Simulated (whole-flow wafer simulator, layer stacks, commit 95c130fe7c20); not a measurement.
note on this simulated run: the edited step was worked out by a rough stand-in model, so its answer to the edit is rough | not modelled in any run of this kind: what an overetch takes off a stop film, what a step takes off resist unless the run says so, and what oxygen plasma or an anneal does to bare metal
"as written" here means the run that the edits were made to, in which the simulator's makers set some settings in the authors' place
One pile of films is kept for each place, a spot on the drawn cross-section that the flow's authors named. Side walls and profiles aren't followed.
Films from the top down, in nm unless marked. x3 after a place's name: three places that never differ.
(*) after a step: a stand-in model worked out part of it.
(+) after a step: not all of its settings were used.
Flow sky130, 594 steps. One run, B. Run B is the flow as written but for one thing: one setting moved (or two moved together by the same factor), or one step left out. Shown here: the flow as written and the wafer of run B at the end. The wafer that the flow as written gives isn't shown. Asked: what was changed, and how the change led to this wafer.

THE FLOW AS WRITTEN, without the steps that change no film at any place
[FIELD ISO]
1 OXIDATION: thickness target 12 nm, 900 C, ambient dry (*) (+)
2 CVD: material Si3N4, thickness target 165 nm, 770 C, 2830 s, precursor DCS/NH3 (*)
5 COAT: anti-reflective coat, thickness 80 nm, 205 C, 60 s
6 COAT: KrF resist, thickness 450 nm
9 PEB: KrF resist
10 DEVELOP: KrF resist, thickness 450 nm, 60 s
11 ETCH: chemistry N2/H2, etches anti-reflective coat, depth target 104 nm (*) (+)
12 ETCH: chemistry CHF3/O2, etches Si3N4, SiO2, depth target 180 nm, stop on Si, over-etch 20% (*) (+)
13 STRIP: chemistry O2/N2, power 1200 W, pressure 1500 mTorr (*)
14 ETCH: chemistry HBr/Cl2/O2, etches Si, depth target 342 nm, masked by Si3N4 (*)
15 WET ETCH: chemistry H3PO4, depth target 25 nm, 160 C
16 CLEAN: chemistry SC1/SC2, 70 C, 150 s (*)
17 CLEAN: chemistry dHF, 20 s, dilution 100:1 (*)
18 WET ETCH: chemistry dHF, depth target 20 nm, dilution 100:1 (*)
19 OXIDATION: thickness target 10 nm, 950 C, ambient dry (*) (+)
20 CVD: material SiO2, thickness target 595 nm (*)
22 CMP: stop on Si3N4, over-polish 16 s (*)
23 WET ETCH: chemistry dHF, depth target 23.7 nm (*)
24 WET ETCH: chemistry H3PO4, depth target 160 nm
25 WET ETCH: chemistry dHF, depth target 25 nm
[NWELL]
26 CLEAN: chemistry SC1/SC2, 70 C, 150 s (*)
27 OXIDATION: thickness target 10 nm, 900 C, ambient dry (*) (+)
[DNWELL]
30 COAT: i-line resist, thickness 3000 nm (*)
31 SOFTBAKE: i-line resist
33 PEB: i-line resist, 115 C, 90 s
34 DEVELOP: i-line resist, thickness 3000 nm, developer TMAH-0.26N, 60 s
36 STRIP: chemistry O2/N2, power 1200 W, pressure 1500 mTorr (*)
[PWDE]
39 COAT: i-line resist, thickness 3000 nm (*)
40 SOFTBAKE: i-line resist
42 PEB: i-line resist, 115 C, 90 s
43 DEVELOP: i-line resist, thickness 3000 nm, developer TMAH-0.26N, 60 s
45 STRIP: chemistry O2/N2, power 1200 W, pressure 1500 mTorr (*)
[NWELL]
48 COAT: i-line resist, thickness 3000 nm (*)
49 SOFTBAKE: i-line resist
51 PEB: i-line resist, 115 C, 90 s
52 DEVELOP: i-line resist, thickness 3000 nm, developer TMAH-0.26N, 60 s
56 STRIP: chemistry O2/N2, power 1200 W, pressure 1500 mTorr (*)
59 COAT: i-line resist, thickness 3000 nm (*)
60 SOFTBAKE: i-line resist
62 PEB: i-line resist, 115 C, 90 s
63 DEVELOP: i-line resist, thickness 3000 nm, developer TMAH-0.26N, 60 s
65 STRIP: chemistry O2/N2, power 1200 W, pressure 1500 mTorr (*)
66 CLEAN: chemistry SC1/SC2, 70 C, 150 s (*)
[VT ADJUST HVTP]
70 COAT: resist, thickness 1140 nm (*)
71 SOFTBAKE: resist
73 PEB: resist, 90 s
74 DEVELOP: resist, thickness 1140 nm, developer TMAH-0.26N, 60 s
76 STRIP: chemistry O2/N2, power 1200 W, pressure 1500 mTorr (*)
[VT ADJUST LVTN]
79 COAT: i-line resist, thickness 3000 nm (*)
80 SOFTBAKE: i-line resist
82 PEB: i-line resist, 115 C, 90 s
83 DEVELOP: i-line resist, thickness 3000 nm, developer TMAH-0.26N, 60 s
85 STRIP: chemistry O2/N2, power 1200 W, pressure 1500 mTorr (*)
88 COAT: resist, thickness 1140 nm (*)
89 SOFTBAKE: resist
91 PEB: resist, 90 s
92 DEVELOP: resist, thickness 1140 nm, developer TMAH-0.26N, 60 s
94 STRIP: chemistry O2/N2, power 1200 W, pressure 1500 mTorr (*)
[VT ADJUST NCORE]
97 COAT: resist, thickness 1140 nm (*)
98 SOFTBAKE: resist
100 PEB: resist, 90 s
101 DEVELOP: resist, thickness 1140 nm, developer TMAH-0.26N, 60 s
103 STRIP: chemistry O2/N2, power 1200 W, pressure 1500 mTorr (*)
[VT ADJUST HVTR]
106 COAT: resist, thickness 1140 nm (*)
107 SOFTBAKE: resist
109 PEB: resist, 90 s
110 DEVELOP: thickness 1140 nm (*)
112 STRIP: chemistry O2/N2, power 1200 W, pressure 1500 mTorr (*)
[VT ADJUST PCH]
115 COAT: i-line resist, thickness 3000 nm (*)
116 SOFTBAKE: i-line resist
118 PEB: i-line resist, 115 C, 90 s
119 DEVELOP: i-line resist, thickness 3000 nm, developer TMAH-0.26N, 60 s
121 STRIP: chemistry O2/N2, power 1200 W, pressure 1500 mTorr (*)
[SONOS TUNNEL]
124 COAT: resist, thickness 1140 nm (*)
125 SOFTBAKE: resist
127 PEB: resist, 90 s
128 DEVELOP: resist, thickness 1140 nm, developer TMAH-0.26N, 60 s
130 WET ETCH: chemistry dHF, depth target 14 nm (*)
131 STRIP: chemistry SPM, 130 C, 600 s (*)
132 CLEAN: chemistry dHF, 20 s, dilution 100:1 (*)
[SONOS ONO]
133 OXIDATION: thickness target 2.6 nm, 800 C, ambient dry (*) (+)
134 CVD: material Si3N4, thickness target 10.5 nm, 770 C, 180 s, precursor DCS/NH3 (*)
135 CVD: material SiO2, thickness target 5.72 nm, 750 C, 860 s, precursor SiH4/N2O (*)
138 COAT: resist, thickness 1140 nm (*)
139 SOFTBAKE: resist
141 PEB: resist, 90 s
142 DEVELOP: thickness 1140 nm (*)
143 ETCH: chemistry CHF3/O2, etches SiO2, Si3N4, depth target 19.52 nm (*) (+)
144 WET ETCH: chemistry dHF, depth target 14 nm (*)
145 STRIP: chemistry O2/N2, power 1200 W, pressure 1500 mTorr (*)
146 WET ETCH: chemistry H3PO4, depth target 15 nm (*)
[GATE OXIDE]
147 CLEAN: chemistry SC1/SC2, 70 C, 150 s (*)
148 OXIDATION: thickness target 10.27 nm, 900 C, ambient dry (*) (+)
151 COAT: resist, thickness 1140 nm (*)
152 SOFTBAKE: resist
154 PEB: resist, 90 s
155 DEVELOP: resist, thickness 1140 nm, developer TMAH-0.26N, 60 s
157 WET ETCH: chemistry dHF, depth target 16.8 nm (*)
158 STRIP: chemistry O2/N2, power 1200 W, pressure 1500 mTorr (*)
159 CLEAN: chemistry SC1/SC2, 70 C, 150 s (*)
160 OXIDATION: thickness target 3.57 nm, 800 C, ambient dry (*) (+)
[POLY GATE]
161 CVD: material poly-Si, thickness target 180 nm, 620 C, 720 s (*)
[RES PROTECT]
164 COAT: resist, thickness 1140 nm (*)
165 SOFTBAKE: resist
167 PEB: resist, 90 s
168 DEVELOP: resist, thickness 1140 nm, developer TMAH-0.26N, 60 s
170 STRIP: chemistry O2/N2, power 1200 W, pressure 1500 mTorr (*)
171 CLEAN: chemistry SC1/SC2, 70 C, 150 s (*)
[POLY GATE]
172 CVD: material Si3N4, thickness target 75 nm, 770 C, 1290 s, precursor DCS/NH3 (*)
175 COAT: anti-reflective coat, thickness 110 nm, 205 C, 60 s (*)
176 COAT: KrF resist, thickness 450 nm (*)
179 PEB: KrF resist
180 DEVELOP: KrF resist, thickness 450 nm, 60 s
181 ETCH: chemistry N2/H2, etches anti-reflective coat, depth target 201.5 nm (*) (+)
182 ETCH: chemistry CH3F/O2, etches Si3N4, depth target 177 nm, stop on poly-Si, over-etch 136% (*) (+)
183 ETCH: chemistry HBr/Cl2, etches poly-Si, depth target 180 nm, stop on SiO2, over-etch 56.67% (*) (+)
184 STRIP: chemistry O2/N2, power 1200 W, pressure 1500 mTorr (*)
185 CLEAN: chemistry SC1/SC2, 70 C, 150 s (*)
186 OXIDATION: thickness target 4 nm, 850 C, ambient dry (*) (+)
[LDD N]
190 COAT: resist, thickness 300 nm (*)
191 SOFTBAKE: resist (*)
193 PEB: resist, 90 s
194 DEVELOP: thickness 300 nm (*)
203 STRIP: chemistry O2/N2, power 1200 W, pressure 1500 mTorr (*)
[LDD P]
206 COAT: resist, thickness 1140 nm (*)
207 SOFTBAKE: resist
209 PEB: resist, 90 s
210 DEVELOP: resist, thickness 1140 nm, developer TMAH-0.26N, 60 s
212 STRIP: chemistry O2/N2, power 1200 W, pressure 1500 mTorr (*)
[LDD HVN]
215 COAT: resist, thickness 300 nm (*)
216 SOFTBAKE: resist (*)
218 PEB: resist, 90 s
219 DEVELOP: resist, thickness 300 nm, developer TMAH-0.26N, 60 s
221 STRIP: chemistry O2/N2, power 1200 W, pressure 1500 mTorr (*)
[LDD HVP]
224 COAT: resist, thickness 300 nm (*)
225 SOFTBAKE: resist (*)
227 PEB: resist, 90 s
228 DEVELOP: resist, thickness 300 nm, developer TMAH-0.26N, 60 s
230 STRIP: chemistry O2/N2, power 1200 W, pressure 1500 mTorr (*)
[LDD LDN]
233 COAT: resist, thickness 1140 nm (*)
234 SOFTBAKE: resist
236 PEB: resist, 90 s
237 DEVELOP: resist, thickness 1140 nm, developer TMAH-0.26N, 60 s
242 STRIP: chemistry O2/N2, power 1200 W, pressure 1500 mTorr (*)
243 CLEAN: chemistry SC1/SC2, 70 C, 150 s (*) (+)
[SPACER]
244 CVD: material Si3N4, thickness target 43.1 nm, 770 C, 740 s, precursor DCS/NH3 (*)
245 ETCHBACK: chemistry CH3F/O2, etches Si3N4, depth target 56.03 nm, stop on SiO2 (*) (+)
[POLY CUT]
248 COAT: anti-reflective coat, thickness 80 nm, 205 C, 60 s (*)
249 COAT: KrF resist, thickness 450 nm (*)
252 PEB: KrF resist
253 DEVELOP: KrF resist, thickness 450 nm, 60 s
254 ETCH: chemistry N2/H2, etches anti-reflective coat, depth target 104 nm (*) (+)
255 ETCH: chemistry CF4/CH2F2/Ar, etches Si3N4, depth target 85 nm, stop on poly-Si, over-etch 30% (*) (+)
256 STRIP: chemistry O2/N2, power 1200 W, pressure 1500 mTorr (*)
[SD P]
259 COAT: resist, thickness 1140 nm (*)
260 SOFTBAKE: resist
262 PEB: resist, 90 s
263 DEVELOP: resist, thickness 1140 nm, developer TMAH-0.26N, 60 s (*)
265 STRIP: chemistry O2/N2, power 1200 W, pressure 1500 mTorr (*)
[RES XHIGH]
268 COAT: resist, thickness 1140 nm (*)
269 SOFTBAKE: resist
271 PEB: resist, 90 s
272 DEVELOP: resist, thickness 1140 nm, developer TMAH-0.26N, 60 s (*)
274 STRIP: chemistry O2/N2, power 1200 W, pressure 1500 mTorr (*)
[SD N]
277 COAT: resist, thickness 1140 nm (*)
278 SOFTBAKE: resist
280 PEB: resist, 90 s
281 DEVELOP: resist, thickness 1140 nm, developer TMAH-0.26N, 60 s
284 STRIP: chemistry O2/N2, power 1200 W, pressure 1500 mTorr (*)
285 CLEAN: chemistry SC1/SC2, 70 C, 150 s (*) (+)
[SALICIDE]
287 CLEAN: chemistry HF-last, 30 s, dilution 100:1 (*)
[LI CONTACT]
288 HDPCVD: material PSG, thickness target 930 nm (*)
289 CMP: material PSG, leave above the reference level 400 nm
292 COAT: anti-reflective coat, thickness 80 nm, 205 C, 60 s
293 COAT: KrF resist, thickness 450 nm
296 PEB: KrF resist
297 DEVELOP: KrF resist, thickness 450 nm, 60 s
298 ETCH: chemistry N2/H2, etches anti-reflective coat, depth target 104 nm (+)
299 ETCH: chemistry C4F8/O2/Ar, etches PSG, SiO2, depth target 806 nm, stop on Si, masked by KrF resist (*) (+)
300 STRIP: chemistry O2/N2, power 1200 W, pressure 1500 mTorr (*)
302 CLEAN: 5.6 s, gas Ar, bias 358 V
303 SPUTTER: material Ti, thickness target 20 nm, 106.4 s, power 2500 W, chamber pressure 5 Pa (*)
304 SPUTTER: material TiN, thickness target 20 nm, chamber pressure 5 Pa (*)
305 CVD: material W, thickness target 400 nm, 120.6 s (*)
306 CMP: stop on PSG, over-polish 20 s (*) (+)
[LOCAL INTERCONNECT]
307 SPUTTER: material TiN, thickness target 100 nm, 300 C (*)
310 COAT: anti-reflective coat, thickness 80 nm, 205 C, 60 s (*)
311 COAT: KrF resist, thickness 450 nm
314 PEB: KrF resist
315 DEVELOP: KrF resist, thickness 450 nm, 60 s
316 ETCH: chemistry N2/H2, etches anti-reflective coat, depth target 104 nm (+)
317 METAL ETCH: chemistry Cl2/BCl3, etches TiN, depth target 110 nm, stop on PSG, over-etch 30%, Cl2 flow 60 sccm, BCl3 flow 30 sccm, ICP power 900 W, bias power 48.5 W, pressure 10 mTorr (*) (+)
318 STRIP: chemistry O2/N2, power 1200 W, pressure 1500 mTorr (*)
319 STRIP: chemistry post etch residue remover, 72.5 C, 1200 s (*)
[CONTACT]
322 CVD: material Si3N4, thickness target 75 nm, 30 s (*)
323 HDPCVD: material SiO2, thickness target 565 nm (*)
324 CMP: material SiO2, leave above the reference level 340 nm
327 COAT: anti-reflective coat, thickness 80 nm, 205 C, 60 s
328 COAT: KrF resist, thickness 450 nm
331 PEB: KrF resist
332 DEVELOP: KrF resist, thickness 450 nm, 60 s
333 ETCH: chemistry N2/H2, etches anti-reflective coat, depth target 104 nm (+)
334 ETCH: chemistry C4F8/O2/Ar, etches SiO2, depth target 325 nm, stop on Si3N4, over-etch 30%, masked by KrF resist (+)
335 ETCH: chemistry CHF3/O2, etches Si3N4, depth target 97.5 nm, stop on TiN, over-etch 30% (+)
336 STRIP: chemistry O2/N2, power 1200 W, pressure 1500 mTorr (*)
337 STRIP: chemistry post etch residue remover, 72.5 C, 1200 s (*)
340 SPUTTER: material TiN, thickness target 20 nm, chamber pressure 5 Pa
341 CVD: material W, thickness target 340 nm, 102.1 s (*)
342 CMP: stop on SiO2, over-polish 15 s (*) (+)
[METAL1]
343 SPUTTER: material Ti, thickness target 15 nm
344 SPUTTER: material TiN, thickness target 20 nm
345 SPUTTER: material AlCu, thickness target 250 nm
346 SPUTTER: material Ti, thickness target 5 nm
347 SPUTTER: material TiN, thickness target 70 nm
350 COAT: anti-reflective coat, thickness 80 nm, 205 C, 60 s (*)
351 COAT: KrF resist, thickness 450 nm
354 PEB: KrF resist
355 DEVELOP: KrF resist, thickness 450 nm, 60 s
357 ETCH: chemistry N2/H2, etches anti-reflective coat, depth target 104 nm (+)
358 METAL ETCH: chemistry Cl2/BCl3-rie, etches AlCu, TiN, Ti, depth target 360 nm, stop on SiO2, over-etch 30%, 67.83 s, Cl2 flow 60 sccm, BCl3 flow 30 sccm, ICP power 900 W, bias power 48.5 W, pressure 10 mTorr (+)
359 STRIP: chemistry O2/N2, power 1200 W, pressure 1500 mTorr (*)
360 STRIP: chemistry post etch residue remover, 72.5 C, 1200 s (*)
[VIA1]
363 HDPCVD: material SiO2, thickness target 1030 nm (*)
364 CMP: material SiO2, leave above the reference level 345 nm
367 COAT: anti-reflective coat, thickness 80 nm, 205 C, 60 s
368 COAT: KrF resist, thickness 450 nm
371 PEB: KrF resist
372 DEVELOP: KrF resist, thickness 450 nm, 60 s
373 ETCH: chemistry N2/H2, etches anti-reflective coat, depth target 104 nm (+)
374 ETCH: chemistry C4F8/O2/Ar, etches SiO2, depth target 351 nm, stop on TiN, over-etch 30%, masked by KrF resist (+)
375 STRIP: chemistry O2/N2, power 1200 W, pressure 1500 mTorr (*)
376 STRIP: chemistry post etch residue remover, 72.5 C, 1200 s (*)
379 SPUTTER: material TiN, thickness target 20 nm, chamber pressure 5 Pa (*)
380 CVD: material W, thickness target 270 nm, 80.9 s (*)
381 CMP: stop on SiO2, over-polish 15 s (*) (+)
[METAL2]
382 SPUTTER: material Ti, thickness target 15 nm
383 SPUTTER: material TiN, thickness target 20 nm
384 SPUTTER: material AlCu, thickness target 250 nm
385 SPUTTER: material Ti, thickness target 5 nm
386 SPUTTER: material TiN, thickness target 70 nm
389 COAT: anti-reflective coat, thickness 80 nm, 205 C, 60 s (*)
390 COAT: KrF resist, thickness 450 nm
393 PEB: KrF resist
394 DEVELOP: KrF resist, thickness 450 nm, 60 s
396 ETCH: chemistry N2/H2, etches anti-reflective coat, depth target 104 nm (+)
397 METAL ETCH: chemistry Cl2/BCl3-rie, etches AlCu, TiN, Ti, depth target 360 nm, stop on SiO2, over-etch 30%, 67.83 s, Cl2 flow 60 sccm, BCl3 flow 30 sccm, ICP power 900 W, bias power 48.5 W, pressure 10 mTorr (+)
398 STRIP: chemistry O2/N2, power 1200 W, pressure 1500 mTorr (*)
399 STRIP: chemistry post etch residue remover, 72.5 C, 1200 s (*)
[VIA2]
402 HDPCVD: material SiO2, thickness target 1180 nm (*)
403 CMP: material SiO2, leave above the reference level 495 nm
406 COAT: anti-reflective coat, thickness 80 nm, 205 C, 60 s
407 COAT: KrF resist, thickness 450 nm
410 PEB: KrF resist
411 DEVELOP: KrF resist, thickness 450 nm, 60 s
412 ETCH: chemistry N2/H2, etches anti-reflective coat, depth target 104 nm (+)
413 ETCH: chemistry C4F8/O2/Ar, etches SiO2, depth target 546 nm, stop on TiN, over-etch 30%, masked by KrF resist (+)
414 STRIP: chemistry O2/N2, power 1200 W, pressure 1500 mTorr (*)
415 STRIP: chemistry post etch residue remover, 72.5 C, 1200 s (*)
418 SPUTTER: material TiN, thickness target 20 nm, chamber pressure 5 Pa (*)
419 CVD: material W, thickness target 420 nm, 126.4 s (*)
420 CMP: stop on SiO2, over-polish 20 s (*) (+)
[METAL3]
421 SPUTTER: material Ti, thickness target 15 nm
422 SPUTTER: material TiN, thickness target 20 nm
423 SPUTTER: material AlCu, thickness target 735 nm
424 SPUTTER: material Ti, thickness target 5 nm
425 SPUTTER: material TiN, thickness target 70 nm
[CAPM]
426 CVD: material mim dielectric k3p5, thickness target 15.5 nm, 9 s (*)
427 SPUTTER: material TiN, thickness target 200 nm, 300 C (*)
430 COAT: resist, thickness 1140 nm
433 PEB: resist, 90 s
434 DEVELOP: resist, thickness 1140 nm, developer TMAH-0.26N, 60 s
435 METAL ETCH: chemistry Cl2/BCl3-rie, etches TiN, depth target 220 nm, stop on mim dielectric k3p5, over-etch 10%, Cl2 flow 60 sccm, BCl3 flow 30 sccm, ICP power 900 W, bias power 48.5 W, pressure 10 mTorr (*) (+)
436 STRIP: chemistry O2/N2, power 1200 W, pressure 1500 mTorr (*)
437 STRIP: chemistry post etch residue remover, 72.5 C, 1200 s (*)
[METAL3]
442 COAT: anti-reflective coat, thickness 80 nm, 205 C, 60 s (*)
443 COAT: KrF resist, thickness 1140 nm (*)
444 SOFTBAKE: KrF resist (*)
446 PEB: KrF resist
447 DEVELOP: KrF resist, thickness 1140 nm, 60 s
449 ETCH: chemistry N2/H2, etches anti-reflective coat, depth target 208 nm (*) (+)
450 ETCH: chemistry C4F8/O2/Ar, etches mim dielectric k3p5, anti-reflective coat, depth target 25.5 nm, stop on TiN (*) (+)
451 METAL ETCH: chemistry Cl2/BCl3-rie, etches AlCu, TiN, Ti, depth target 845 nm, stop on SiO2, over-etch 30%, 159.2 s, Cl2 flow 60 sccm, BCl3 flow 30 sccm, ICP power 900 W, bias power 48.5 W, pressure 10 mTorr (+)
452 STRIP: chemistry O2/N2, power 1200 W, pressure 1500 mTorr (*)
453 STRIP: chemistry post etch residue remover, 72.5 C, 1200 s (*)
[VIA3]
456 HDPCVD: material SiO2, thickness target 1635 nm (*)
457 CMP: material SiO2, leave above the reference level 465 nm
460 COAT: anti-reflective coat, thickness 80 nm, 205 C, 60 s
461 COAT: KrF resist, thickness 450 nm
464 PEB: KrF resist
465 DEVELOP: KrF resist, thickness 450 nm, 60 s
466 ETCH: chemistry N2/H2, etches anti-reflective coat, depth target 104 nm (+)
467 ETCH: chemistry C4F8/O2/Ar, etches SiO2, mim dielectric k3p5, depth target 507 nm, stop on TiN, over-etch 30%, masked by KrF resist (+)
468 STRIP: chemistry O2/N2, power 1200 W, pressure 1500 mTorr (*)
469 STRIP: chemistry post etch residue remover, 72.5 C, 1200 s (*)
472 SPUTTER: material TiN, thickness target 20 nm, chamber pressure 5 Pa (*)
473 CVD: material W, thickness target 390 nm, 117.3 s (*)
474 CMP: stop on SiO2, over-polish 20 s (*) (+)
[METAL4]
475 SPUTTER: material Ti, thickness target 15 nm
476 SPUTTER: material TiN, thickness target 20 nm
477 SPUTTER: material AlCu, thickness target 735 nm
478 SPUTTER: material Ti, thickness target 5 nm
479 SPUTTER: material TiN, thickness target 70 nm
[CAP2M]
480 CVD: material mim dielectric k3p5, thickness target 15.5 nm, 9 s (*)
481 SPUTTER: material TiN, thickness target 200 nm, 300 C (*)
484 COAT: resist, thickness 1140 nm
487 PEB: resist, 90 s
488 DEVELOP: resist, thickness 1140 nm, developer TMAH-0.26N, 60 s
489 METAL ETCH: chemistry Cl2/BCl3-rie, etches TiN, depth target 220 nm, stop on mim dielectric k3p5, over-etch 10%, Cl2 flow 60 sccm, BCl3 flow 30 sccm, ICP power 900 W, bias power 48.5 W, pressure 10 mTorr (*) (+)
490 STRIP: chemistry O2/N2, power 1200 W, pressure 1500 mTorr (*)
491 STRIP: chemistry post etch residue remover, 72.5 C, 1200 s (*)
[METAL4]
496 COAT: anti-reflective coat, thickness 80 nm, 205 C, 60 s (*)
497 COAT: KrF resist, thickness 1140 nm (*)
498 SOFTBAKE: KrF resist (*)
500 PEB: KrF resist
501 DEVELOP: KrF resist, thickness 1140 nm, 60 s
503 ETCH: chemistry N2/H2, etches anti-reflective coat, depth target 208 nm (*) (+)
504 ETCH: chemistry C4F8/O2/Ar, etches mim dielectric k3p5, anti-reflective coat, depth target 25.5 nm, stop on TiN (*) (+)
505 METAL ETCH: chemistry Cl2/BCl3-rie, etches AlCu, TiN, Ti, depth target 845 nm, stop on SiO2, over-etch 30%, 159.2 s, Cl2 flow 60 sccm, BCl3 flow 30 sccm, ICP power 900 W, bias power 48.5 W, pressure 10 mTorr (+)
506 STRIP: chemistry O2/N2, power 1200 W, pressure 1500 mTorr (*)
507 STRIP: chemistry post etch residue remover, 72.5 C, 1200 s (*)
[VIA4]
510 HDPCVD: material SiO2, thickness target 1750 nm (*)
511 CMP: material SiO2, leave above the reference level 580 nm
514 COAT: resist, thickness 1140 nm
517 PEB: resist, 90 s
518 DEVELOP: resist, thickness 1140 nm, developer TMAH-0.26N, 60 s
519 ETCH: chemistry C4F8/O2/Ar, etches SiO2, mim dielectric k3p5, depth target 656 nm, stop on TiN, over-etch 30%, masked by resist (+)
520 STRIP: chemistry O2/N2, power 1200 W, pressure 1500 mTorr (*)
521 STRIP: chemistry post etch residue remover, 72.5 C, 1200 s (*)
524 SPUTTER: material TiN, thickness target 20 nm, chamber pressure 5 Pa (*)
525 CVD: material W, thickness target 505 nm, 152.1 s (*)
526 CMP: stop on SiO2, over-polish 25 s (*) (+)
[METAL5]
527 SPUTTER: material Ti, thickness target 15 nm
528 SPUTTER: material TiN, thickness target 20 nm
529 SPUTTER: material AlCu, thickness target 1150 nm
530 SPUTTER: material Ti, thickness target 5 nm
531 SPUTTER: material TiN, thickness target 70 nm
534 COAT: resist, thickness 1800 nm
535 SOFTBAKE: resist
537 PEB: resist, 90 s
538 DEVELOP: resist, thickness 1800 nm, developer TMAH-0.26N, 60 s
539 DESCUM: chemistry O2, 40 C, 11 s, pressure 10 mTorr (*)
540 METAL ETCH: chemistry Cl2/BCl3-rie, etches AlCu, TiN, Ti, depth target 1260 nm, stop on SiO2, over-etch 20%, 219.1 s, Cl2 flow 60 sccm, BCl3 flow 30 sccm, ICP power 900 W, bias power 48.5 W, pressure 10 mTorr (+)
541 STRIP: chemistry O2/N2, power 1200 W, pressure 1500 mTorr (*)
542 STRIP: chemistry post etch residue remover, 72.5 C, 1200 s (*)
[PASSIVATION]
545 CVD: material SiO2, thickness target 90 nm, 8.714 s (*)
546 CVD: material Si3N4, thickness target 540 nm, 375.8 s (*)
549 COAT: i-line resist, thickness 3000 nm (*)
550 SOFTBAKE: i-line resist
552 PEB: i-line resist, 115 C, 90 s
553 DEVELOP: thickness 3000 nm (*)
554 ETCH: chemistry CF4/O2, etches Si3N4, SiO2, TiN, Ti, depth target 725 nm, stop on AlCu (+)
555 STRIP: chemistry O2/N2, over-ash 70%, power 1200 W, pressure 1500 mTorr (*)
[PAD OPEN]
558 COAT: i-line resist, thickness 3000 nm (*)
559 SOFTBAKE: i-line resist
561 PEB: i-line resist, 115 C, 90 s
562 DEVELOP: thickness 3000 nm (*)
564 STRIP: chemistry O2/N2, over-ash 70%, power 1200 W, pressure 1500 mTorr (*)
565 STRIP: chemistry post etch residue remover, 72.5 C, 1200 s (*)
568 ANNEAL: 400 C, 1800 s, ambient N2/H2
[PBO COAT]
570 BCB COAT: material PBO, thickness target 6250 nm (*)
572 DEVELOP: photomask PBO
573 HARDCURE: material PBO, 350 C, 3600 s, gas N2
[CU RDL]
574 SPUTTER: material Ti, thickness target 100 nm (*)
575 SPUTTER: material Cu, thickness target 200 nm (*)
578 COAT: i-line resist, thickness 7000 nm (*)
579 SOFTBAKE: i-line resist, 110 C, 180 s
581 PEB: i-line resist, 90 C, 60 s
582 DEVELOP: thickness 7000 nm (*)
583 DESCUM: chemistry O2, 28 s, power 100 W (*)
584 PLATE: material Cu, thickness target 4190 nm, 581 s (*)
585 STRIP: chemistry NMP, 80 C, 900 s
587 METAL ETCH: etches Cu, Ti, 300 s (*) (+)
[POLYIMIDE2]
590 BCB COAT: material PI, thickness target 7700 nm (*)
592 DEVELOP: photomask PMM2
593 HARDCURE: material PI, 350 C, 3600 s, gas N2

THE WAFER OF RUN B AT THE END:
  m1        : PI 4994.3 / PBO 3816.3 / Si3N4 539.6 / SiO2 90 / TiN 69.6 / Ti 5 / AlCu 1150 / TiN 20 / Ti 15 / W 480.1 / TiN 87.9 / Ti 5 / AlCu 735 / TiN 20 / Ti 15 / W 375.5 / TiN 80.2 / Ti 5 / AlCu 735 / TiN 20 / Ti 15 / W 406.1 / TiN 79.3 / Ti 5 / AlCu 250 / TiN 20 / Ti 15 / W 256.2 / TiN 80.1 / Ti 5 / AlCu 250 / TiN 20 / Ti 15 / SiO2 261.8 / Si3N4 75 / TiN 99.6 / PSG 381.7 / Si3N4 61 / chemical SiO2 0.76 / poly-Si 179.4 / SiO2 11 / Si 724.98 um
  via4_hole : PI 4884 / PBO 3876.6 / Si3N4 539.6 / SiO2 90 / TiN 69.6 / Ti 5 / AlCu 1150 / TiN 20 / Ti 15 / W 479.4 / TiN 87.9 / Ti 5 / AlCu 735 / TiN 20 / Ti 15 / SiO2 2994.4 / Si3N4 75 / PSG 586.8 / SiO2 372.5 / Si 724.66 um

The cause: step 524, SPUTTER: thickness target 24 nm was run, where the flow has thickness target 20 nm.

How the change led to this, step by step:
  524 SPUTTER: material TiN, thickness target 20 nm, chamber pressure 5 Pa (*)
      field, active, n_well and 188 more: TiN +24 (new film) (as written it would be: TiN +20 (new film))
      m1, via4_hole: TiN +18.3 (as written it would be: TiN +15.3)
  526 CMP: stop on SiO2, over-polish 25 s (*) (+)
      field, active, n_well and 188 more: W -505 (all of it), TiN -24 (all of it), SiO2 -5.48 (as written it would be: W -505 (all of it), TiN -20 (all of it), SiO2 -5.48)
